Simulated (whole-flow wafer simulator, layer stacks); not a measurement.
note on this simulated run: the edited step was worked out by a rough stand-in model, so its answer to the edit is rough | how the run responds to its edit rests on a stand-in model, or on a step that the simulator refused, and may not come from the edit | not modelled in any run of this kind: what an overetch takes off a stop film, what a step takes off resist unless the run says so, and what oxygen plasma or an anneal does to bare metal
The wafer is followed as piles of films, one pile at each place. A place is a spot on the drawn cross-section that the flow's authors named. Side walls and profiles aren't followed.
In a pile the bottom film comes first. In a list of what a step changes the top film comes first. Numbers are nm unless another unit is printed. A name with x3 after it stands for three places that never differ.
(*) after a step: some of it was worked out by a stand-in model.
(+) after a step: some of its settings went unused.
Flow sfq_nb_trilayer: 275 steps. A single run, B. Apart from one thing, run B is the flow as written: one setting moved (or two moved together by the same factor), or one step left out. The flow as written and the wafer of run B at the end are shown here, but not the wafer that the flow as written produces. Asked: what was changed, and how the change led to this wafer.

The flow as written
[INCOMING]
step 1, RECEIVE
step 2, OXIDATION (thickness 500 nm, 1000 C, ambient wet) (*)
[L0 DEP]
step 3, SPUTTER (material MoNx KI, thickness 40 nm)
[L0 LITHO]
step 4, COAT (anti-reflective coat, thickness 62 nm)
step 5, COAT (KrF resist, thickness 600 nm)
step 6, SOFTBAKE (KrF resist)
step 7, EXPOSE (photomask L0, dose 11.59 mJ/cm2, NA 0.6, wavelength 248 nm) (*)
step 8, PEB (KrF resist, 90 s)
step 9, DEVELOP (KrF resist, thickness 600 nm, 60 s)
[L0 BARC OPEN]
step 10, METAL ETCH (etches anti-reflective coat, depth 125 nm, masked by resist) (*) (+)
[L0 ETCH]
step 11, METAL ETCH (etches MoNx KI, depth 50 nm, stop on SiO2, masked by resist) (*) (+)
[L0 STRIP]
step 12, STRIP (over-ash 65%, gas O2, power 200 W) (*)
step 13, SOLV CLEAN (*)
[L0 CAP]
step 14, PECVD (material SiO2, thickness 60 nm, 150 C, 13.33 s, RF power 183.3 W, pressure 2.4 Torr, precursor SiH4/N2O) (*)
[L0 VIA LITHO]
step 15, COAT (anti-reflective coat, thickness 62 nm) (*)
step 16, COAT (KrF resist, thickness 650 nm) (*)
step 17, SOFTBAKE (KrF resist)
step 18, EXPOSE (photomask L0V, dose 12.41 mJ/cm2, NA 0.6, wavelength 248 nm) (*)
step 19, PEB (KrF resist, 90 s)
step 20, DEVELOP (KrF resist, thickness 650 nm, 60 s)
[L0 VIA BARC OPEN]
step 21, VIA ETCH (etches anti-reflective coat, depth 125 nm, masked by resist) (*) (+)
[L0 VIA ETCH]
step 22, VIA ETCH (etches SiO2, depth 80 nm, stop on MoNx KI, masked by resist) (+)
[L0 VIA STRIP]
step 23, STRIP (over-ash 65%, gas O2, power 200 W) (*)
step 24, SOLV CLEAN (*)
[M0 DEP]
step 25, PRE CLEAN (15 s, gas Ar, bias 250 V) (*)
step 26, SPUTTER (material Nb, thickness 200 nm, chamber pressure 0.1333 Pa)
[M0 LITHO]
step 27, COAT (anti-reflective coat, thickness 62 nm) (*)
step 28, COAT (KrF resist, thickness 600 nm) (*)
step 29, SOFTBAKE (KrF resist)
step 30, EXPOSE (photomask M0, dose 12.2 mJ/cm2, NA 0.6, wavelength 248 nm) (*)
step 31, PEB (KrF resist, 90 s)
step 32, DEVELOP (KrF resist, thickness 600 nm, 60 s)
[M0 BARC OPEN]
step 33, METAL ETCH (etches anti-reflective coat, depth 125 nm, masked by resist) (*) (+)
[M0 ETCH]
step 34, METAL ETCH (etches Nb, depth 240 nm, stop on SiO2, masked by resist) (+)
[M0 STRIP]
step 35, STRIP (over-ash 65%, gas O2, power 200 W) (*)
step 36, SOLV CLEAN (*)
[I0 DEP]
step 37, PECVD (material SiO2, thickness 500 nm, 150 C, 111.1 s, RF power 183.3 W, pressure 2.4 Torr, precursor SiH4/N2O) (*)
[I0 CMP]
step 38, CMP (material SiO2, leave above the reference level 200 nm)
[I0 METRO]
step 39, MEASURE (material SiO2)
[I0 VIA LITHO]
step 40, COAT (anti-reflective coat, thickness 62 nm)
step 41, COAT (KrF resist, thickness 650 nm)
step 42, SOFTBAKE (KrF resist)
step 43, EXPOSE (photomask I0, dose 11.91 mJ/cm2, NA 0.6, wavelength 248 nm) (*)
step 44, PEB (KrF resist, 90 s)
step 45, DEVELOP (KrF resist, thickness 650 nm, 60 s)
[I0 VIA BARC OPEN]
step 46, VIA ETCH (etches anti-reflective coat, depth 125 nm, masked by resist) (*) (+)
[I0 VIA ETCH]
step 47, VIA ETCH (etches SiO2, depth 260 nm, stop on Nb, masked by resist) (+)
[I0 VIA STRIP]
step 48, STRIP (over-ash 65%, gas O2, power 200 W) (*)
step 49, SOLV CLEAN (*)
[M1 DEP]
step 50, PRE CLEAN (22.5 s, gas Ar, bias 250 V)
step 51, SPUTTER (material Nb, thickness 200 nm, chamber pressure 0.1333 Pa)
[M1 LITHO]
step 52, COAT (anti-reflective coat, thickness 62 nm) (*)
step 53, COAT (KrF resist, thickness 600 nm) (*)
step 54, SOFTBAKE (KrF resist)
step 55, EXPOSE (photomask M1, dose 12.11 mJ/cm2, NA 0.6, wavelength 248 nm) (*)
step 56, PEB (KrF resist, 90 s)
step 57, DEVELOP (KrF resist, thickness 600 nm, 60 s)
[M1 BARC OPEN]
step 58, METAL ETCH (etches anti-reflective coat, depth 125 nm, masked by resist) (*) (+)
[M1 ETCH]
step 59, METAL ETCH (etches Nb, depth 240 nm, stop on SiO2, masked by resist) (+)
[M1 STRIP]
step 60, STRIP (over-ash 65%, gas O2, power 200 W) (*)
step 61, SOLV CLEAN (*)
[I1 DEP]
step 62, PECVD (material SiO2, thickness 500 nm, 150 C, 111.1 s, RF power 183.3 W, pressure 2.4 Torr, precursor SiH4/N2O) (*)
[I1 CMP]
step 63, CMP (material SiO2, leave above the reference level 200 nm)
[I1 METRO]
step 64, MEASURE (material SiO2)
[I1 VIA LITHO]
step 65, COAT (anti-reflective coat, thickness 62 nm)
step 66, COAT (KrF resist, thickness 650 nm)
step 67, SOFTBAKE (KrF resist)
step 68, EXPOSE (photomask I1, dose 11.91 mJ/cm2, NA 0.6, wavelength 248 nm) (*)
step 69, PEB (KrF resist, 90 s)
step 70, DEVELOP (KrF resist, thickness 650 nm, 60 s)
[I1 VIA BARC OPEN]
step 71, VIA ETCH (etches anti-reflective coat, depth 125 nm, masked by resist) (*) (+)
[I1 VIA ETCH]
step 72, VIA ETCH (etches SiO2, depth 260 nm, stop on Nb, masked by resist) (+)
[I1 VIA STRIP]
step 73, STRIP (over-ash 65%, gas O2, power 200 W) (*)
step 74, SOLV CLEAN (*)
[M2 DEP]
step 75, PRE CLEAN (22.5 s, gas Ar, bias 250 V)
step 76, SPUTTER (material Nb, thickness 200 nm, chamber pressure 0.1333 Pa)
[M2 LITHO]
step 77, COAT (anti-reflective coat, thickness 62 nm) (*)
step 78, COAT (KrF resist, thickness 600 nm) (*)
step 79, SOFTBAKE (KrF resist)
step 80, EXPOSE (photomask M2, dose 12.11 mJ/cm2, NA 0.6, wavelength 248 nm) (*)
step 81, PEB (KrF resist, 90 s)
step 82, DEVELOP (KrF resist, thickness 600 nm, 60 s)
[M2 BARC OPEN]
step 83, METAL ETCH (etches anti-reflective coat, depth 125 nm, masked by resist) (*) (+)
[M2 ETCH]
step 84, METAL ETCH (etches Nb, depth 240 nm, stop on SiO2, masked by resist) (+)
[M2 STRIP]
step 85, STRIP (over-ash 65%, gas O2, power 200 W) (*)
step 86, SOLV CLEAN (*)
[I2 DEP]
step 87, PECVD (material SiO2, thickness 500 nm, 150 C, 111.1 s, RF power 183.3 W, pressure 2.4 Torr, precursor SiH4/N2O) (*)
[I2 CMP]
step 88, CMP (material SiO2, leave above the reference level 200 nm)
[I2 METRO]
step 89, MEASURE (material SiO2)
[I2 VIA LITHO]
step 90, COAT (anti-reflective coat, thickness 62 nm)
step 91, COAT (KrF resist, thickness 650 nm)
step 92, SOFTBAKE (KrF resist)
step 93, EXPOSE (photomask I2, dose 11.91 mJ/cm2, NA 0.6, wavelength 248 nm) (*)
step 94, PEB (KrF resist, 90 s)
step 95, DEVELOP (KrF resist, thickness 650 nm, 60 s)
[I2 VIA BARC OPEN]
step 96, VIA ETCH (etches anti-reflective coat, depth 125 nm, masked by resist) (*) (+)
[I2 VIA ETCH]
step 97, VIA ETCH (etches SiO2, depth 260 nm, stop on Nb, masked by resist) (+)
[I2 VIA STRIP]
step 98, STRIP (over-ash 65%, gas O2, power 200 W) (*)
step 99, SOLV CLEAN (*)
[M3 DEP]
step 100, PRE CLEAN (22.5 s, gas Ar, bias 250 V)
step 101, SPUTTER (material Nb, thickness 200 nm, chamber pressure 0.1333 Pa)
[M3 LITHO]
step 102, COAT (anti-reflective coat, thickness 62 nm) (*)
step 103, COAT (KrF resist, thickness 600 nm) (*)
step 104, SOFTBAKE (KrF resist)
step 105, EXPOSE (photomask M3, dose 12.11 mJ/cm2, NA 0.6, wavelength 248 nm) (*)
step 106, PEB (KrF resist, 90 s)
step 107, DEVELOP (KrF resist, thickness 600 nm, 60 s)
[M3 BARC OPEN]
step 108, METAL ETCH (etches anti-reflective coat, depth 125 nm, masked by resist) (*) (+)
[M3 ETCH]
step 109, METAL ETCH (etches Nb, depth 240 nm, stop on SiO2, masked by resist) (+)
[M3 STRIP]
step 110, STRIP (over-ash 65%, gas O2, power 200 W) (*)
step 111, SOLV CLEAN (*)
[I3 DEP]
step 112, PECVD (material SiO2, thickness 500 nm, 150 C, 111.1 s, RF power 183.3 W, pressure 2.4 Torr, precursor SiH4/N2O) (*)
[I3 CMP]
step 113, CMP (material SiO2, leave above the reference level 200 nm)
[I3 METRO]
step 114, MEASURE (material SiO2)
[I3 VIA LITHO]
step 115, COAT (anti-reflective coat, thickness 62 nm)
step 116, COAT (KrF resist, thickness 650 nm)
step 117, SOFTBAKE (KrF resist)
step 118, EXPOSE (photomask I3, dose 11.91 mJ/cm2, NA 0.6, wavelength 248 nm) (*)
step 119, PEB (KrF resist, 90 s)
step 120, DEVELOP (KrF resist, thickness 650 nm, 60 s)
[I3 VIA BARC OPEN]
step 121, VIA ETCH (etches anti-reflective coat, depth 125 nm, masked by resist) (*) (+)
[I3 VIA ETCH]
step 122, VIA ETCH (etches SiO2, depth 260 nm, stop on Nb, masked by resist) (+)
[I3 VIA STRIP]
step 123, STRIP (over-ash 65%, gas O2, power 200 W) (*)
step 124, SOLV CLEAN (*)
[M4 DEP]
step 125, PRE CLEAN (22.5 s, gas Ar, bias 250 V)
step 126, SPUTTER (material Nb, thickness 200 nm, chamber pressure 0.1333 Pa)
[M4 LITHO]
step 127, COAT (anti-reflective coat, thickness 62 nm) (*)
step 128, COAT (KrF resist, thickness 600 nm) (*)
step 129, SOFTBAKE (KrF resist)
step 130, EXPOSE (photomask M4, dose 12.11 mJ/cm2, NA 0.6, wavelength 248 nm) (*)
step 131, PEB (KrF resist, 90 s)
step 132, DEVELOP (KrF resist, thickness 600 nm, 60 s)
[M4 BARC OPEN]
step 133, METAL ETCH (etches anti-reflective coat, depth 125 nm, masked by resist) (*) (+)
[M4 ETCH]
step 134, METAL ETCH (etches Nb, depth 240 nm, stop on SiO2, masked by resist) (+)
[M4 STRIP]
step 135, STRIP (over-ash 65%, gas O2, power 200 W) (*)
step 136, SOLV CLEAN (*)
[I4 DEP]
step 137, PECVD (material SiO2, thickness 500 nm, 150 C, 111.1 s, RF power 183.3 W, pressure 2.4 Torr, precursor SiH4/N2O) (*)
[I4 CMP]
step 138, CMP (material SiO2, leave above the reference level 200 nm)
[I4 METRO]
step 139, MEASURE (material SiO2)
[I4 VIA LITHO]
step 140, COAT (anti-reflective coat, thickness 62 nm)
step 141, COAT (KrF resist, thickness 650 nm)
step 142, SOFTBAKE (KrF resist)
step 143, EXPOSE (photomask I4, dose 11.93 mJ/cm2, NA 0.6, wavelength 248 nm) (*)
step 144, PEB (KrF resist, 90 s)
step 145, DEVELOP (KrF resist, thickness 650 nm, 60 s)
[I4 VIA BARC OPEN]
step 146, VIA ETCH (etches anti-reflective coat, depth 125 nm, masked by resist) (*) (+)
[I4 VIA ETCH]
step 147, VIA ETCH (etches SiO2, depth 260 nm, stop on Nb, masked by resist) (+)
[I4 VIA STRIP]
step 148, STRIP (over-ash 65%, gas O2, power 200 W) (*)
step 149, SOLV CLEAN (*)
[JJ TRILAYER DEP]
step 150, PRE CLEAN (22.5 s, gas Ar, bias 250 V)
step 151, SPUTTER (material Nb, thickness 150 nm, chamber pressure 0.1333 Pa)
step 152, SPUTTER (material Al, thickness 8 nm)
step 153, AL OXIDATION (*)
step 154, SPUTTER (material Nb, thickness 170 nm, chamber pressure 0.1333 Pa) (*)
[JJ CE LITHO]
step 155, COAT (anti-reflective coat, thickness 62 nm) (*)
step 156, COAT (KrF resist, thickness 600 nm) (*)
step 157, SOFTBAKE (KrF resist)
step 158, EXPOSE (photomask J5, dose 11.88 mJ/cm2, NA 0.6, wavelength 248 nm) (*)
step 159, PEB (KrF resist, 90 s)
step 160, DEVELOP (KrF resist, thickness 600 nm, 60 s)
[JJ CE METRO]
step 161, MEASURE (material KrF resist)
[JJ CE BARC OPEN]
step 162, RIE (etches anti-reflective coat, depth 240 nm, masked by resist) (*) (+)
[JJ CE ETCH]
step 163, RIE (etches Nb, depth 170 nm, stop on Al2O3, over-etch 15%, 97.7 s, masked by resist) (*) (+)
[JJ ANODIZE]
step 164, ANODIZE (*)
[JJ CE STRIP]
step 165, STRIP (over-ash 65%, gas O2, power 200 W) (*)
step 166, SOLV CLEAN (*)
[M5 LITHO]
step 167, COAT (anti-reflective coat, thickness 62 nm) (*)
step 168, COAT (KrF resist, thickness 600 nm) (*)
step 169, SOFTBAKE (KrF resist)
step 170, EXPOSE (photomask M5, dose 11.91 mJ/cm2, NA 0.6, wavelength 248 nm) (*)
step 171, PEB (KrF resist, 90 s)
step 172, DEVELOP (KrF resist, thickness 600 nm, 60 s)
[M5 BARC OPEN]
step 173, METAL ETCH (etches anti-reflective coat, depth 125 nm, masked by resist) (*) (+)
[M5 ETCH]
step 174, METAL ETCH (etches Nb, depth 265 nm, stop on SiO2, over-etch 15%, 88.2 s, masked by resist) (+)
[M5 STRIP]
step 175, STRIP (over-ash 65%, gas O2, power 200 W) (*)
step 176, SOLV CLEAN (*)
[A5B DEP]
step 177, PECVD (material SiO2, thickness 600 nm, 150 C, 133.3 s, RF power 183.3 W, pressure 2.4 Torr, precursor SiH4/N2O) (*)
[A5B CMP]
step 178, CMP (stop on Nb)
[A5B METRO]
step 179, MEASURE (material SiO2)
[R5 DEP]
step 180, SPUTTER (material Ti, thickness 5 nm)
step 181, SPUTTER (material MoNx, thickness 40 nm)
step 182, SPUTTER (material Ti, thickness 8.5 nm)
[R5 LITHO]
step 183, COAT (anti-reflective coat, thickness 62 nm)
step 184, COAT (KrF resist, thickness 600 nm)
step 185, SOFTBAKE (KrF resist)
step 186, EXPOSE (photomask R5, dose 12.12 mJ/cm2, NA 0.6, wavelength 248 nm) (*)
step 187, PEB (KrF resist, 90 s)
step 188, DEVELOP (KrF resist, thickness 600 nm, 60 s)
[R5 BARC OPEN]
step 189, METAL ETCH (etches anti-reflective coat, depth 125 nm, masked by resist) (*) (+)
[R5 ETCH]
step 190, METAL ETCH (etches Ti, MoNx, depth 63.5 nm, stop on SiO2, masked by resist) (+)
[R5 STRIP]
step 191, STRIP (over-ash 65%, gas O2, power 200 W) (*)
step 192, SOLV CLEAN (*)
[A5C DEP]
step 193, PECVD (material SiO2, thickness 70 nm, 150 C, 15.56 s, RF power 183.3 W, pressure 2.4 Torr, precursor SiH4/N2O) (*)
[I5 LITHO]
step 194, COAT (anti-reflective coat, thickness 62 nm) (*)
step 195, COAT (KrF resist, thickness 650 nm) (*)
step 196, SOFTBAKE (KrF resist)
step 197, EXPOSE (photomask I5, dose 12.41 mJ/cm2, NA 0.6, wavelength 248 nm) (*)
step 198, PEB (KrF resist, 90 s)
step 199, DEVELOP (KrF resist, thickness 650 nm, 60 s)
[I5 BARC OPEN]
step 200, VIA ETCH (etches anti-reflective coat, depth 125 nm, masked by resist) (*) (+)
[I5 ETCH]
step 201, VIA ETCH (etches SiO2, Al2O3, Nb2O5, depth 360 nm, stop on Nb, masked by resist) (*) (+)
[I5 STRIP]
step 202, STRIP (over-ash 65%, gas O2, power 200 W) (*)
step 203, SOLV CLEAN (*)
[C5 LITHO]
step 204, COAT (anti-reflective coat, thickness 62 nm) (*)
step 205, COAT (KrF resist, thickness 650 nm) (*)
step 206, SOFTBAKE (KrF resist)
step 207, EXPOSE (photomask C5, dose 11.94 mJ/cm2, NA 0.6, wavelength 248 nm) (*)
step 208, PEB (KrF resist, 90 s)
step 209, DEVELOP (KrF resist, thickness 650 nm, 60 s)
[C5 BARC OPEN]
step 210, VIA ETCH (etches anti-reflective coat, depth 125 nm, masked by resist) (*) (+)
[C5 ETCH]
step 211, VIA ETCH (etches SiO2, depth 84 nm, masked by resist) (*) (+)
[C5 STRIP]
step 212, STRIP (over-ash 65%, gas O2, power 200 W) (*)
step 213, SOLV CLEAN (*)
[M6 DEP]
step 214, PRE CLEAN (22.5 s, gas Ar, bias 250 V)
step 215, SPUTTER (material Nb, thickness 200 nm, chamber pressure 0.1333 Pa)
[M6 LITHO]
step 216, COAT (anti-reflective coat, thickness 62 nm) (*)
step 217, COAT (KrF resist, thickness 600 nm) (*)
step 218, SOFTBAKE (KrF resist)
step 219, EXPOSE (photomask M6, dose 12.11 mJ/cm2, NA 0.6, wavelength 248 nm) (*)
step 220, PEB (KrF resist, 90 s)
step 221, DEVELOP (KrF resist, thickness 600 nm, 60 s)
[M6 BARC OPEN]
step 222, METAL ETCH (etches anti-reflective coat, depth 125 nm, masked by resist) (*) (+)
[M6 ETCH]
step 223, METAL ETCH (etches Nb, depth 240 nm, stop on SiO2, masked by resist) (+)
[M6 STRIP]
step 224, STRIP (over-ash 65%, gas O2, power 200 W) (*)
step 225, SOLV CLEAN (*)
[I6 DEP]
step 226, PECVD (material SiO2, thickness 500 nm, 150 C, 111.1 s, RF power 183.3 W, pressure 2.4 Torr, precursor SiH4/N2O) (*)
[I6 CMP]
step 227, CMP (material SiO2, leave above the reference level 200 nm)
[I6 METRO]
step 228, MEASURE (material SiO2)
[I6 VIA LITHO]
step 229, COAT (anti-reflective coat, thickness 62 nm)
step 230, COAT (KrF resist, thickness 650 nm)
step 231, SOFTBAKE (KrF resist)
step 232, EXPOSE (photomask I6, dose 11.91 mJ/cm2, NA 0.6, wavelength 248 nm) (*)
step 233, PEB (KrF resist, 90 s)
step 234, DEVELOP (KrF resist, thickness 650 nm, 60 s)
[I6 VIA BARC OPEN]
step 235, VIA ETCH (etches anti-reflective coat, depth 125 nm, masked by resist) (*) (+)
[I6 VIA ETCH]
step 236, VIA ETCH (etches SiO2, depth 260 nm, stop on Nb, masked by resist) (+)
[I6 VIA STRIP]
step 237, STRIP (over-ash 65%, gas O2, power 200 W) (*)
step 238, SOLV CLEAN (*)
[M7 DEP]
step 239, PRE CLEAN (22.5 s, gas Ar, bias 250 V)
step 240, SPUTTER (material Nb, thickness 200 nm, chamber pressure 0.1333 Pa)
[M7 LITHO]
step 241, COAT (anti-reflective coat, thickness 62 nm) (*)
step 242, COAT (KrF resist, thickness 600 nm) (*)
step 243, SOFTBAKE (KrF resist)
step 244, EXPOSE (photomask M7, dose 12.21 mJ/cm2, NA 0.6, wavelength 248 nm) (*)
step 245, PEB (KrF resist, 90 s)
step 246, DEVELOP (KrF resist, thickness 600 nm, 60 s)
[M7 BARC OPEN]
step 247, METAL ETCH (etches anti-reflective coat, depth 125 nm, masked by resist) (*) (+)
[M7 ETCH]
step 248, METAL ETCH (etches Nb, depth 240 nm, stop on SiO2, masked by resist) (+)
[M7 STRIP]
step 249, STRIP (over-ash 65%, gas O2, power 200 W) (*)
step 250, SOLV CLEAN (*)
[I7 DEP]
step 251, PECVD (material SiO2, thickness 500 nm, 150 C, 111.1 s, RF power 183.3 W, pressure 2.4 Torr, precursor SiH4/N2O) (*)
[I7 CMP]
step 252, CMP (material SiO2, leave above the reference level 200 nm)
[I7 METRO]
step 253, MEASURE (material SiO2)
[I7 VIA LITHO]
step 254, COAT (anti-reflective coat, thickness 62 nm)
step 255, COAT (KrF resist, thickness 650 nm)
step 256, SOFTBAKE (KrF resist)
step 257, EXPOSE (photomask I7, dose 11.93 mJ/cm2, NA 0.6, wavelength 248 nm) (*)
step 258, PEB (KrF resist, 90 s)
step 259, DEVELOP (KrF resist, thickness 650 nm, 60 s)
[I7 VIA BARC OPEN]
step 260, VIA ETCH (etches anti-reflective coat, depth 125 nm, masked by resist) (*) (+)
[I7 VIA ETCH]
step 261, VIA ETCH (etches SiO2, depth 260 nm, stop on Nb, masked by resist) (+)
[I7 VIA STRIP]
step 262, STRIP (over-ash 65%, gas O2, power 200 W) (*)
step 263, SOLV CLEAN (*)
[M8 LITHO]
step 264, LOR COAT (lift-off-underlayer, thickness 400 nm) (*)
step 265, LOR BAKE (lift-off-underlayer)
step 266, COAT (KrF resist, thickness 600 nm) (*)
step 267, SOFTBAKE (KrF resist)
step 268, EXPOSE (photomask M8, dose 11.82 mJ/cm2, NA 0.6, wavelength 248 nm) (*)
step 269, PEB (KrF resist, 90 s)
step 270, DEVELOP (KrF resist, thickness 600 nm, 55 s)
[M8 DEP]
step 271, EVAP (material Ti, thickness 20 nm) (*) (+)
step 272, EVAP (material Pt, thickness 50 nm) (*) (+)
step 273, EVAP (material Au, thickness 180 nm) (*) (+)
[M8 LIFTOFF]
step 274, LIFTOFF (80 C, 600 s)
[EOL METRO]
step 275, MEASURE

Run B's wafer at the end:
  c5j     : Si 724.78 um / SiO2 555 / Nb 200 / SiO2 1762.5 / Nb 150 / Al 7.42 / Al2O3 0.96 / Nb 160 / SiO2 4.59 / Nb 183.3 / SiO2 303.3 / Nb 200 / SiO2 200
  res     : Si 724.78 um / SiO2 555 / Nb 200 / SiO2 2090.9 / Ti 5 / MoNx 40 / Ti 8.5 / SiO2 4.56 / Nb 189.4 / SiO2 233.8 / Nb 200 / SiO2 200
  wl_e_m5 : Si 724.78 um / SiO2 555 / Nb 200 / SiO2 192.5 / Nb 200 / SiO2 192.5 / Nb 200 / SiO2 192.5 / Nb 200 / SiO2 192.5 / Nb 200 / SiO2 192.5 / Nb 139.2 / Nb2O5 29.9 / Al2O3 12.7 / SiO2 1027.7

What caused this: step 193, PECVD: thickness 96.2 nm was run, though the flow has thickness 70 nm; step 193, PECVD: 21.39 s was run, where the flow has 15.56 s.

The path from the change to this, step by step:
  step 193, PECVD (material SiO2, thickness 70 nm, 150 C, 15.56 s, RF power 183.3 W, pressure 2.4 Torr, precursor SiH4/N2O) (*)
      field_l, v_sur, via_wl and 92 more: SiO2 gains 96.2 (as written it would have been: SiO2 gains 70)
      ce_l, c5j, ce_r and 8 more: SiO2 gains 96.2 (new film) (as written it would have been: SiO2 gains 70 (new film))
  step 201, VIA ETCH (etches SiO2, Al2O3, Nb2O5, depth 360 nm, stop on Nb, masked by resist) (*) (+)
      be: SiO2 loses 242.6 (all of it), Al2O3 loses 12.7 (all of it), Nb2O5 loses 29.9 (all of it) (as written it would have been: SiO2 loses 216.4 (all of it), Al2O3 loses 12.7 (all of it), Nb2O5 loses 29.9 (all of it))
  step 204, COAT (anti-reflective coat, thickness 62 nm) (*)
      be: anti-reflective coat gains 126 (new film) (as written it would have been: anti-reflective coat gains 122.2 (new film))
      be_sur: anti-reflective coat gains 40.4 (new film) (as written it would have been: anti-reflective coat gains 41.8 (new film))
  step 205, COAT (KrF resist, thickness 650 nm) (*)
      be: KrF resist gains 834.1 (new film) (as written it would have been: KrF resist gains 815.3 (new film))
  step 211, VIA ETCH (etches SiO2, depth 84 nm, masked by resist) (*) (+)
      c5j: SiO2 loses 84 (as written it would have been: SiO2 loses 69.9 (all of it), Nb loses 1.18)
      res: SiO2 loses 84 (as written it would have been: SiO2 loses 69.9 (all of it))
  step 212, STRIP (over-ash 65%, gas O2, power 200 W) (*)
      be: KrF resist loses 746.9 (all of it), anti-reflective coat loses 126 (all of it) (as written it would have been: KrF resist loses 728.2 (all of it), anti-reflective coat loses 122.2 (all of it))
      be_sur: KrF resist loses 558.4 (all of it), anti-reflective coat loses 40.4 (all of it) (as written it would have been: KrF resist loses 559.6 (all of it), anti-reflective coat loses 41.8 (all of it))
  step 214, PRE CLEAN (22.5 s, gas Ar, bias 250 V)
      c5j: SiO2 loses 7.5 (as written it would have been: Nb loses 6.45)
      res: SiO2 loses 7.5 (as written it would have been: Ti loses 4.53)
  step 215, SPUTTER (material Nb, thickness 200 nm, chamber pressure 0.1333 Pa)
      c5j: Nb gains 183.3 (new film) (as written it would have been: Nb gains 188.4)
      be: Nb gains 141.5 (as written it would have been: Nb gains 147.3)
  step 216, COAT (anti-reflective coat, thickness 62 nm) (*)
      be: anti-reflective coat gains 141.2 (new film) (as written it would have been: anti-reflective coat gains 136.7 (new film))
      be_sur: anti-reflective coat gains 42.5 (new film) (as written it would have been: anti-reflective coat gains 43.8 (new film))
      (also at 5 further places)
  step 217, COAT (KrF resist, thickness 600 nm) (*)
      be: KrF resist gains 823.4 (new film) (as written it would have been: KrF resist gains 793.9 (new film))
  step 224, STRIP (over-ash 65%, gas O2, power 200 W) (*)
      be: KrF resist loses 605.2 (all of it), anti-reflective coat loses 141.2 (all of it) (as written it would have been: KrF resist loses 575.8 (all of it), anti-reflective coat loses 136.7 (all of it))
      be_sur: KrF resist loses 373.5 (all of it), anti-reflective coat loses 42.5 (all of it) (as written it would have been: KrF resist loses 371.2 (all of it), anti-reflective coat loses 43.8 (all of it))
      (also at 5 further places)
  step 226, PECVD (material SiO2, thickness 500 nm, 150 C, 111.1 s, RF power 183.3 W, pressure 2.4 Torr, precursor SiH4/N2O) (*)
      be: SiO2 gains 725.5 (new film) (as written it would have been: SiO2 gains 693.5 (new film))
      c5j: SiO2 gains 533.8 (new film) (as written it would have been: SiO2 gains 514.7 (new film))
  step 227, CMP (material SiO2, leave above the reference level 200 nm)
      res: SiO2 loses 258.7 (as written it would have been: SiO2 loses 279.4)
With metal films that touch counted as one body, c5j has 5 bodies (between them, from the top down: SiO2 303.3; SiO2 4.59; Al2O3 0.96; SiO2 1762.5); the flow as written gives 4 bodies (between them, from the top down: SiO2 284.2; Al2O3 0.96; SiO2 1762.5).
With metal films that touch counted as one body, res has 4 bodies (between them, from the top down: SiO2 233.8; SiO2 4.56; SiO2 2090.9); the flow as written gives 3 bodies (between them, from the top down: SiO2 213.1; SiO2 2090.9).
